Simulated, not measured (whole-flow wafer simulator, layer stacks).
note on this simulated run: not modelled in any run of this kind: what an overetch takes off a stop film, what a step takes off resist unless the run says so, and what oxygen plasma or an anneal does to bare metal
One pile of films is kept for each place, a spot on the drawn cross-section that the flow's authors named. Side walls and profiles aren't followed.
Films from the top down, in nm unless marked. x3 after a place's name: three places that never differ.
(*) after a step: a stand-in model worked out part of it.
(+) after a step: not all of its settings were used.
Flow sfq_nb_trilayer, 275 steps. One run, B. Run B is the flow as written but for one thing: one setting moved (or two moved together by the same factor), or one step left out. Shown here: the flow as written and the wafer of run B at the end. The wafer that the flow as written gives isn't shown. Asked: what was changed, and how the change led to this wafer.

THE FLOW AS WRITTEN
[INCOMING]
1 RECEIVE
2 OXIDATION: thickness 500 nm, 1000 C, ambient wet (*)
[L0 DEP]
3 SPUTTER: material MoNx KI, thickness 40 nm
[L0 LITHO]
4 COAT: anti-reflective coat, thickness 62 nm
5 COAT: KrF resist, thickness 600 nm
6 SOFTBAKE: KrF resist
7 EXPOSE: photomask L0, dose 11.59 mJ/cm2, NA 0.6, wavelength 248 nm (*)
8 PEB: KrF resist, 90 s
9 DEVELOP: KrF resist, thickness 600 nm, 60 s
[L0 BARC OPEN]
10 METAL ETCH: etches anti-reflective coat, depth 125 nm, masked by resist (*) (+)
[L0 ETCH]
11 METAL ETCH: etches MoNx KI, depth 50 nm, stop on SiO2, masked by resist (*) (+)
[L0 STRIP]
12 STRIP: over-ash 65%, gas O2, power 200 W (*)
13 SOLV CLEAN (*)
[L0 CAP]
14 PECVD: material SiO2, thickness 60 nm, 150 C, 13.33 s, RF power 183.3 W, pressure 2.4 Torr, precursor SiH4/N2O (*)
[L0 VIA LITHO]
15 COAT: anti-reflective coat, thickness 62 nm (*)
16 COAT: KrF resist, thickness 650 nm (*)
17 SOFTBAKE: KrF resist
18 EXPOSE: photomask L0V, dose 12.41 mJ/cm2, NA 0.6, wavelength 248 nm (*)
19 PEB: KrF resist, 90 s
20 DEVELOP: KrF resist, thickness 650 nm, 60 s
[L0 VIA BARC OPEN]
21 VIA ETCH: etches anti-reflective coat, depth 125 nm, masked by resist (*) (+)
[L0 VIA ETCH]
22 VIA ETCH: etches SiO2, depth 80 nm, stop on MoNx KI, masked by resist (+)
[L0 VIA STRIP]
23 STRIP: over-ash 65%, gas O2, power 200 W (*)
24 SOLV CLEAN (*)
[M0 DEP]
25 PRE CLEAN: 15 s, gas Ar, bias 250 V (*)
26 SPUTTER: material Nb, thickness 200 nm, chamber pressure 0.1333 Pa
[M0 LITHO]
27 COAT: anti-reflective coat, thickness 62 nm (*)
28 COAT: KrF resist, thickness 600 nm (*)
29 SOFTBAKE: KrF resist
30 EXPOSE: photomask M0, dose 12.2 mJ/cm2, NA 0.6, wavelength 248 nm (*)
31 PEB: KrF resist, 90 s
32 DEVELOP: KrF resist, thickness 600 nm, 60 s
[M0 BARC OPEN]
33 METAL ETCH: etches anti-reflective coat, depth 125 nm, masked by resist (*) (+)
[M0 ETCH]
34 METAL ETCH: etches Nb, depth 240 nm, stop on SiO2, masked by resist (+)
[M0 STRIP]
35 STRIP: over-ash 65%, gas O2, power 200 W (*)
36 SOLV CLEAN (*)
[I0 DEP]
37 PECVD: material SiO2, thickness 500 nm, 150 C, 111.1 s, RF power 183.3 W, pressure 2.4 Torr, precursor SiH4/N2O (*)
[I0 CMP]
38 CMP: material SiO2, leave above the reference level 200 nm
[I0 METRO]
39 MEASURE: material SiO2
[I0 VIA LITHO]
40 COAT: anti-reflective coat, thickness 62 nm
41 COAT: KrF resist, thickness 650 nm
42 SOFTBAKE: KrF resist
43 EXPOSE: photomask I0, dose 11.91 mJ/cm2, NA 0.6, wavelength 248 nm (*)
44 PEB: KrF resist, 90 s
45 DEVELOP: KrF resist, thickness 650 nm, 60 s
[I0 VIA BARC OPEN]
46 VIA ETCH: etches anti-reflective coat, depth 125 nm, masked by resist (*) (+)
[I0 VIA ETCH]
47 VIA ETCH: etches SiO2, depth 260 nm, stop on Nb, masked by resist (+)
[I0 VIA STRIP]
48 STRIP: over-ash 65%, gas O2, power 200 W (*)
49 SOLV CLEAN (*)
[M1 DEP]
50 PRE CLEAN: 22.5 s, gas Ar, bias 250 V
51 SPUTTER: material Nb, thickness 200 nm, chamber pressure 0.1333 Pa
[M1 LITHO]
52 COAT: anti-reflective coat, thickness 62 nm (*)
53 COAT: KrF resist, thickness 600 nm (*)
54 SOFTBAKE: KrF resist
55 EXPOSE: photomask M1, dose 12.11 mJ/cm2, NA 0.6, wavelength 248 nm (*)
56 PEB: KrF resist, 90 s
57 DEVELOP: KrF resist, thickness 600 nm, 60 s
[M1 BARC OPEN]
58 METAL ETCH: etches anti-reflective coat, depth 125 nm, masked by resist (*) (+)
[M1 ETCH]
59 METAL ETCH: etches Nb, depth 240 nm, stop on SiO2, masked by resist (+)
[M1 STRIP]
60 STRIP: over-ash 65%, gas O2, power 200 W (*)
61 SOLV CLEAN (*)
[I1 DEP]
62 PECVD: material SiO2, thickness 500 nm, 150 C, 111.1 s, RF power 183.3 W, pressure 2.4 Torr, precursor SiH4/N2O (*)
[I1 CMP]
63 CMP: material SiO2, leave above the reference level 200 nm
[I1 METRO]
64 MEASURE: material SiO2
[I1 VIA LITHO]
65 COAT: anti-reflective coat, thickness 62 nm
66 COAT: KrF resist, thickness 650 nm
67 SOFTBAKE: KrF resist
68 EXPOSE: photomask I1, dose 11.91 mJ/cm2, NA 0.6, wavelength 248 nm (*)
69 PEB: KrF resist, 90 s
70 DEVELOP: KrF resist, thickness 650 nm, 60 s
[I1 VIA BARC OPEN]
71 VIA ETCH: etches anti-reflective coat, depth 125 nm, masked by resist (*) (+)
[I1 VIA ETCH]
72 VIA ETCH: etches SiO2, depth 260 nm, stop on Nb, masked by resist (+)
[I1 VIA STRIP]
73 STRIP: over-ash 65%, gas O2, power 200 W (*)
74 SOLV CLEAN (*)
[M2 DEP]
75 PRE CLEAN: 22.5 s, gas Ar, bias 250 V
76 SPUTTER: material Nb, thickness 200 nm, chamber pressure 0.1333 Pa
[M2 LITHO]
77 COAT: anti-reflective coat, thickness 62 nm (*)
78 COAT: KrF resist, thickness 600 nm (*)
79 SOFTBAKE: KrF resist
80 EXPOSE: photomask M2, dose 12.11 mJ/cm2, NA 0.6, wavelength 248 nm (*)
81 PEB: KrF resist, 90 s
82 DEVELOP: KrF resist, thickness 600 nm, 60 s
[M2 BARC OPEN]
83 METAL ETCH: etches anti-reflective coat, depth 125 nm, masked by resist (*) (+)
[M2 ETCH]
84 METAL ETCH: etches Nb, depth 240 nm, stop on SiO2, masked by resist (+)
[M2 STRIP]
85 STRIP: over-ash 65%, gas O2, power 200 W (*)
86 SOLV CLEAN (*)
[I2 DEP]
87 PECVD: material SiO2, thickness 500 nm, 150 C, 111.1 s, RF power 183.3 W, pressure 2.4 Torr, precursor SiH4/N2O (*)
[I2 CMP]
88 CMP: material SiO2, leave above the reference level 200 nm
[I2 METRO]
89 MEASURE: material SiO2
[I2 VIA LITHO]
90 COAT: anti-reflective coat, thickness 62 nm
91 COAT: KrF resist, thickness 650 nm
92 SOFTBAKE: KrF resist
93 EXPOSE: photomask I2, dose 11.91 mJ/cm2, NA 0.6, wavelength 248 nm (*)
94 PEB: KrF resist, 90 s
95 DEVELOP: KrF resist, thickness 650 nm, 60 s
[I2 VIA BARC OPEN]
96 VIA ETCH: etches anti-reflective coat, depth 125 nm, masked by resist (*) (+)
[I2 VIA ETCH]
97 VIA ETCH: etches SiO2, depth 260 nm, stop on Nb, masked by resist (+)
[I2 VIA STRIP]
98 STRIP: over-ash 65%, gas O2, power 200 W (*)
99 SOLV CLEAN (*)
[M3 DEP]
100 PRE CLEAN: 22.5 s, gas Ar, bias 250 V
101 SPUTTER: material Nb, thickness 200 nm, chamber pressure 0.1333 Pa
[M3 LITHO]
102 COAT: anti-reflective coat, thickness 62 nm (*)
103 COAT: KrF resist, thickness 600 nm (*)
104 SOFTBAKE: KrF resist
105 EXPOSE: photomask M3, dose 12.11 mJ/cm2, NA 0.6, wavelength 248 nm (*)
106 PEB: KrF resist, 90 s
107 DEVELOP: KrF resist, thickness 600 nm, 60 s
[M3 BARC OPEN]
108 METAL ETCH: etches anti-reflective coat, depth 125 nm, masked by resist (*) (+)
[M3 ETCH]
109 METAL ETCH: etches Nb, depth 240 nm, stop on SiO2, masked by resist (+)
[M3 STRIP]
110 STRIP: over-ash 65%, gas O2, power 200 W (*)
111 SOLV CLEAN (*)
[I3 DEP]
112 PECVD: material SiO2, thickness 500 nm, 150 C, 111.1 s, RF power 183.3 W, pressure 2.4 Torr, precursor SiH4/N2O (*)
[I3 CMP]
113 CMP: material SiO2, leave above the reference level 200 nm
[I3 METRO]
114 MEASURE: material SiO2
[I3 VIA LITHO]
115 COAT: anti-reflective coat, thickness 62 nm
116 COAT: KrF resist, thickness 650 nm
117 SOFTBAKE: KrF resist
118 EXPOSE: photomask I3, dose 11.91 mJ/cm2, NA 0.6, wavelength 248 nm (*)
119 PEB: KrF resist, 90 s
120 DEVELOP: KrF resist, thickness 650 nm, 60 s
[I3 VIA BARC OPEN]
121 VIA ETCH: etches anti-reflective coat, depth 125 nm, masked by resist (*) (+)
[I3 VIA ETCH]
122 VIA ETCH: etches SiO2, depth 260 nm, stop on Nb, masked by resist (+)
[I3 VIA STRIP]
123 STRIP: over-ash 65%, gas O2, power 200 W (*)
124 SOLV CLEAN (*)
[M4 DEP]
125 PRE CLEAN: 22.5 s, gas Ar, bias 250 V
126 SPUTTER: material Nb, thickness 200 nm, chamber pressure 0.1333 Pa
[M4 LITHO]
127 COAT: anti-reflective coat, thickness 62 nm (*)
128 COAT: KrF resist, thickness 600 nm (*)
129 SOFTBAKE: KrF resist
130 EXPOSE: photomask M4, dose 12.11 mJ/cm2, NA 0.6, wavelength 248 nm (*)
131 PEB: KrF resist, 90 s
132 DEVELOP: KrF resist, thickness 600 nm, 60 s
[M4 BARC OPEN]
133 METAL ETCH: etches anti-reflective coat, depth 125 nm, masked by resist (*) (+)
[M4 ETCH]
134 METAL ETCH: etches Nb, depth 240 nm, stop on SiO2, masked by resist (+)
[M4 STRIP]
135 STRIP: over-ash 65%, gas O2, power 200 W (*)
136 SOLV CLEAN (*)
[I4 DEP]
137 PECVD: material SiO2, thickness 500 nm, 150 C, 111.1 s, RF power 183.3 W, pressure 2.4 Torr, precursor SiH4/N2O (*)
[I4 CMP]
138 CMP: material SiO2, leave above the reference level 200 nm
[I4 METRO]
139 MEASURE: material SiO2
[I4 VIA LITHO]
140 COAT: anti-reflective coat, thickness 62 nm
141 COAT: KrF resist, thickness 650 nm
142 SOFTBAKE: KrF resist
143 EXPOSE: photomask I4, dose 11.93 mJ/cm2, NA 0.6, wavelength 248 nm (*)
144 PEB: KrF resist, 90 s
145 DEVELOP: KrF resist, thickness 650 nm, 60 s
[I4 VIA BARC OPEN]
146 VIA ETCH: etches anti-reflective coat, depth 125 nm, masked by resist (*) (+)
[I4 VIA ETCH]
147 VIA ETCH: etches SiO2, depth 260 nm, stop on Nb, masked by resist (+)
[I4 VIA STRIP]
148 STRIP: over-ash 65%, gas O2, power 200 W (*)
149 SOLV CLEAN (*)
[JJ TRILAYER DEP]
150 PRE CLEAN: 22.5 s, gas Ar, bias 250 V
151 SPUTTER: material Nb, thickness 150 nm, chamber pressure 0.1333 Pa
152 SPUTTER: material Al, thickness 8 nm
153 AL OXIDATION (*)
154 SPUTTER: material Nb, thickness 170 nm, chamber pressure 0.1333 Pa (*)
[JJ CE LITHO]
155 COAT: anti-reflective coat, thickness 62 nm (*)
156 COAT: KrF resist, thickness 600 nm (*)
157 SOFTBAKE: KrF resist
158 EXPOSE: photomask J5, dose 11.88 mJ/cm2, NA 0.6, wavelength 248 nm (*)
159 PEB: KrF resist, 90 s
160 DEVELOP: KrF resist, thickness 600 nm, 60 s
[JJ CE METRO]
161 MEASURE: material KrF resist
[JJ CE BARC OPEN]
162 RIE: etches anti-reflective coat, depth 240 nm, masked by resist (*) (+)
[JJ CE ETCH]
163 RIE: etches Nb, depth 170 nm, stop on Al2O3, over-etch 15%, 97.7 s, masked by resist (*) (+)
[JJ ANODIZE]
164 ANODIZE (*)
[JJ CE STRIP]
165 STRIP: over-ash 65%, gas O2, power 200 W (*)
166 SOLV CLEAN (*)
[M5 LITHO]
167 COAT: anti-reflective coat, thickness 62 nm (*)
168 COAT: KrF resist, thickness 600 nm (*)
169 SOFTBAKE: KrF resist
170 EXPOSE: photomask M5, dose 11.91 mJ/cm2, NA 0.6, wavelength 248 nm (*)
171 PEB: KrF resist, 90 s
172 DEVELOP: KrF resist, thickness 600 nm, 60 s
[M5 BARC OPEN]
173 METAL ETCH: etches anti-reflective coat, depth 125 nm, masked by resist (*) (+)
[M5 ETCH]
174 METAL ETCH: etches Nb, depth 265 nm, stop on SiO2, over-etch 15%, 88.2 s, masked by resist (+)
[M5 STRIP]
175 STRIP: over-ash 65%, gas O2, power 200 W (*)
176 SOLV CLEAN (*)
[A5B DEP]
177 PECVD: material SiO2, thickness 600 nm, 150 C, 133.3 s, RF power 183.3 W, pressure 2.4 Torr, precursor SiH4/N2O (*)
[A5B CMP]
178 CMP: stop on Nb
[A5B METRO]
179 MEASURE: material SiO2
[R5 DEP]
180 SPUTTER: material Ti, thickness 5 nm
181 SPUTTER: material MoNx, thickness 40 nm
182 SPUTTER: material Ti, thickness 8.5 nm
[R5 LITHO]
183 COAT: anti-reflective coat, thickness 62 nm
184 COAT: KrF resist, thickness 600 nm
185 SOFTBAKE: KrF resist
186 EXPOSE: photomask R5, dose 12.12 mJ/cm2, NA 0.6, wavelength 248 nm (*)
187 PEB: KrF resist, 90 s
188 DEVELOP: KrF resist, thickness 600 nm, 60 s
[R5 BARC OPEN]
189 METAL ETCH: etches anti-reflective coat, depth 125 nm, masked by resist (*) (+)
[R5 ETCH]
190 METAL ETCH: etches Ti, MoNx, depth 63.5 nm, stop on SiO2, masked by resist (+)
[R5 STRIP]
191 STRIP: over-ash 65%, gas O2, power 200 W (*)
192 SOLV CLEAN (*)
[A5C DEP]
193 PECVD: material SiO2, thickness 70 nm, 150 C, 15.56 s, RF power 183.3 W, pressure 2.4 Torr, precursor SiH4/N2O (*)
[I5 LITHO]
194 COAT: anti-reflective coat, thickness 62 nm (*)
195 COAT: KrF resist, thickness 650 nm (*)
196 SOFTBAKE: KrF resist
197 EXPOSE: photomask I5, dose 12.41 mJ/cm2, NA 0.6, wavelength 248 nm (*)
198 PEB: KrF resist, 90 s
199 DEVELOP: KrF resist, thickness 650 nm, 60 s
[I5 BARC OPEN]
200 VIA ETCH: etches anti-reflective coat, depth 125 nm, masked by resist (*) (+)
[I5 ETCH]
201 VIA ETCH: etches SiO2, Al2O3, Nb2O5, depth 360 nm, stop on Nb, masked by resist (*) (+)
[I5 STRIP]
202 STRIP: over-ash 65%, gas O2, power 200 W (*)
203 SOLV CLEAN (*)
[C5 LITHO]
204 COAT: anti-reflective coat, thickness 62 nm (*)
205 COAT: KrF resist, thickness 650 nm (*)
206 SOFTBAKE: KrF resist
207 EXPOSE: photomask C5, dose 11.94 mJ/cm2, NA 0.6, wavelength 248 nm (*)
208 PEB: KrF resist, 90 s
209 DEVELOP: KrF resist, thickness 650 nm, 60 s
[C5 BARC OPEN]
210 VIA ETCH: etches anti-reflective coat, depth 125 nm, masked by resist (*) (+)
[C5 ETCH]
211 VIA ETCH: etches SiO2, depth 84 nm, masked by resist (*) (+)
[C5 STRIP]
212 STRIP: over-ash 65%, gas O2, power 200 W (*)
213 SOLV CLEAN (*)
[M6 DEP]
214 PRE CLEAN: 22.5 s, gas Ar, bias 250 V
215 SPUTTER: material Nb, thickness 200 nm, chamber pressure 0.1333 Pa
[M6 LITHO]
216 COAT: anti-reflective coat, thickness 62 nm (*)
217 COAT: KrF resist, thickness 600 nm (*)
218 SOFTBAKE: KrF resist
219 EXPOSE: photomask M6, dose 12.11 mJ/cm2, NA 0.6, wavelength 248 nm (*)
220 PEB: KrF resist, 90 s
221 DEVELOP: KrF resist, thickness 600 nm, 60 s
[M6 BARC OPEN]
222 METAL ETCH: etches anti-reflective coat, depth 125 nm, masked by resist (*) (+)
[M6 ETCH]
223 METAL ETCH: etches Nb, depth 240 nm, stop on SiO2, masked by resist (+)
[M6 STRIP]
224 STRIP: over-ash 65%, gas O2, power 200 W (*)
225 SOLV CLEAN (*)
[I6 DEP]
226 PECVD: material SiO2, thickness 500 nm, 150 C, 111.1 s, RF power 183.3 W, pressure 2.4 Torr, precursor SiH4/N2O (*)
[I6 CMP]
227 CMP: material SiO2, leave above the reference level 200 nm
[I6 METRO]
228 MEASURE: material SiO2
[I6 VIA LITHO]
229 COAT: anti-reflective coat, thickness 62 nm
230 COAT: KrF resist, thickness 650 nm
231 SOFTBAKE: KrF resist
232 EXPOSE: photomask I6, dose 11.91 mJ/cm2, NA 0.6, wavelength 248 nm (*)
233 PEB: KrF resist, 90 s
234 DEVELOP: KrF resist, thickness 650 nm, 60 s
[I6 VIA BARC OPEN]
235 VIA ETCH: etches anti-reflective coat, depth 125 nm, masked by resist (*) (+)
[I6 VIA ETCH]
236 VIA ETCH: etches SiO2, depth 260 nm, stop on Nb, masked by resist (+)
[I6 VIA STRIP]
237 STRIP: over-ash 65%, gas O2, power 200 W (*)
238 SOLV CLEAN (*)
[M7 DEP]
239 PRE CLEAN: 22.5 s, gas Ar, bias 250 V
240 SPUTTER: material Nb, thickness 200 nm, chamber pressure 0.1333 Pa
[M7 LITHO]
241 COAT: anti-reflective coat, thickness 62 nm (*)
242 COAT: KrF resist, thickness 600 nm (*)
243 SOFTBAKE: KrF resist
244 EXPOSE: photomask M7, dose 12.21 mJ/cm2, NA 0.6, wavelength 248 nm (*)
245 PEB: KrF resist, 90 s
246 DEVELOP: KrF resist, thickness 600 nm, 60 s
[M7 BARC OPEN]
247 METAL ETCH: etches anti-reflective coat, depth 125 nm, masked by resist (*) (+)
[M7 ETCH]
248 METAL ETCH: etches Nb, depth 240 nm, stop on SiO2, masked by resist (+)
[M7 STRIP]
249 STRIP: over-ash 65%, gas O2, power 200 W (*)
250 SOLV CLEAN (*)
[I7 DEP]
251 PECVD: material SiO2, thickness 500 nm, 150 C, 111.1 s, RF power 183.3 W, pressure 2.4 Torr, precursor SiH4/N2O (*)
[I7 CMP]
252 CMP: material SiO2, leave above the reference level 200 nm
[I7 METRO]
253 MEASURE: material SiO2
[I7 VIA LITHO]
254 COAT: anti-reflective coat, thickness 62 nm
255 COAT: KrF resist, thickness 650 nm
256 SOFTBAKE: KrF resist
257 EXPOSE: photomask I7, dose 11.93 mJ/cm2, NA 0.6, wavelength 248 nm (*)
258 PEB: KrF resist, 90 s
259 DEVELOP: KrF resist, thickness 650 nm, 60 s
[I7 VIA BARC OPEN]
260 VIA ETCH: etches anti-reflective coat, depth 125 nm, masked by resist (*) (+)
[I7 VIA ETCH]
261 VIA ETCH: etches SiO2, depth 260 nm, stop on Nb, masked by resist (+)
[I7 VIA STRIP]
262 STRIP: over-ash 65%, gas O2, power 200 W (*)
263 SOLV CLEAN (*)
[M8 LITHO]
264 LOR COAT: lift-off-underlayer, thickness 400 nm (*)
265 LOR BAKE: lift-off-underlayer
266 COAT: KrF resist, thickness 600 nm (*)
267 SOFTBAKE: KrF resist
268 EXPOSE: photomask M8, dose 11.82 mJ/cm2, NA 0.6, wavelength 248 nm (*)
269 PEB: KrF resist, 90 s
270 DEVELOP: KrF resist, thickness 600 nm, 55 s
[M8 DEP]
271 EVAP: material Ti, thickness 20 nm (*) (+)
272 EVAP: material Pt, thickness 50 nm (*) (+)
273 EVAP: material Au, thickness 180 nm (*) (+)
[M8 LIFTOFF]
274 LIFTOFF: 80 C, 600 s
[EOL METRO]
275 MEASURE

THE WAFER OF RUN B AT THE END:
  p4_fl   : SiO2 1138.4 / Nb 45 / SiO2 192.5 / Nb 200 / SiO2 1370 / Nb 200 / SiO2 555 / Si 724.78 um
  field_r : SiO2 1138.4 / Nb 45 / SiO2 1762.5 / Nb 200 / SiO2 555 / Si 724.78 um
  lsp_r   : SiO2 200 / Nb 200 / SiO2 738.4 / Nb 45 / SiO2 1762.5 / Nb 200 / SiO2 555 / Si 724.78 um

The cause: step 174, METAL ETCH: depth 119 nm was run, where the flow has depth 265 nm; step 174, METAL ETCH: 39.7 s was run, where the flow has 88.2 s.

How the change led to this, step by step:
  174 METAL ETCH: etches Nb, depth 265 nm, stop on SiO2, over-etch 15%, 88.2 s, masked by resist (+)
      field_l, r_sur, res and 50 more: Al2O3 -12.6 (all of it), Nb2O5 -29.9 (all of it), Nb -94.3 (as written it would be: Al2O3 -12.6 (all of it), Nb2O5 -29.9 (all of it), Nb -139.2 (all of it), SiO2 -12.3)
      v_sur, via_wl, via_w and 50 more: KrF resist -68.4 (as written it would be: KrF resist -152.4)
  175 STRIP: over-ash 65%, gas O2, power 200 W (*)
      l0r_line_l, l0r_line_c, l0r_space_c and 27 more: KrF resist -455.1 (all of it), anti-reflective coat -62 (all of it) (as written it would be: KrF resist -371.2 (all of it), anti-reflective coat -62 (all of it))
      v_sur: KrF resist -433.1 (all of it), anti-reflective coat -44.9 (all of it) (as written it would be: KrF resist -349.2 (all of it), anti-reflective coat -44.9 (all of it))
      (and at 22 more places)
  177 PECVD: material SiO2, thickness 600 nm, 150 C, 133.3 s, RF power 183.3 W, pressure 2.4 Torr, precursor SiH4/N2O (*)
      field_l, p4_fl, p4_fm and 39 more: SiO2 +600 (new film) (as written it would be: SiO2 +600)
      r_sur, res, r_end, moat, field_r, lsp_l: SiO2 +600 (new film) (as written it would be: SiO2 +592.9)
      (and at 5 more places)
  178 CMP: stop on Nb
      field_l, p4_fl, p4_fm and 39 more: SiO2 -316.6 (as written it would be: SiO2 -259.3)
      r_sur, res, r_end, moat, field_r, lsp_l: SiO2 -316.6 (as written it would be: SiO2 -252.3)
      (and at 5 more places)
Counting metal films that touch as one body, p4_fl has 3 bodies (between them, from the top down: SiO2 192.5; SiO2 1370); the flow as written gives 2 bodies (between them, from the top down: SiO2 1370).
Counting metal films that touch as one body, field_r has 2 bodies (between them, from the top down: SiO2 1762.5); the flow as written gives 1 body.
Counting metal films that touch as one body, lsp_r has 3 bodies (between them, from the top down: SiO2 738.4; SiO2 1762.5); the flow as written gives 2 bodies (between them, from the top down: SiO2 2545.9).
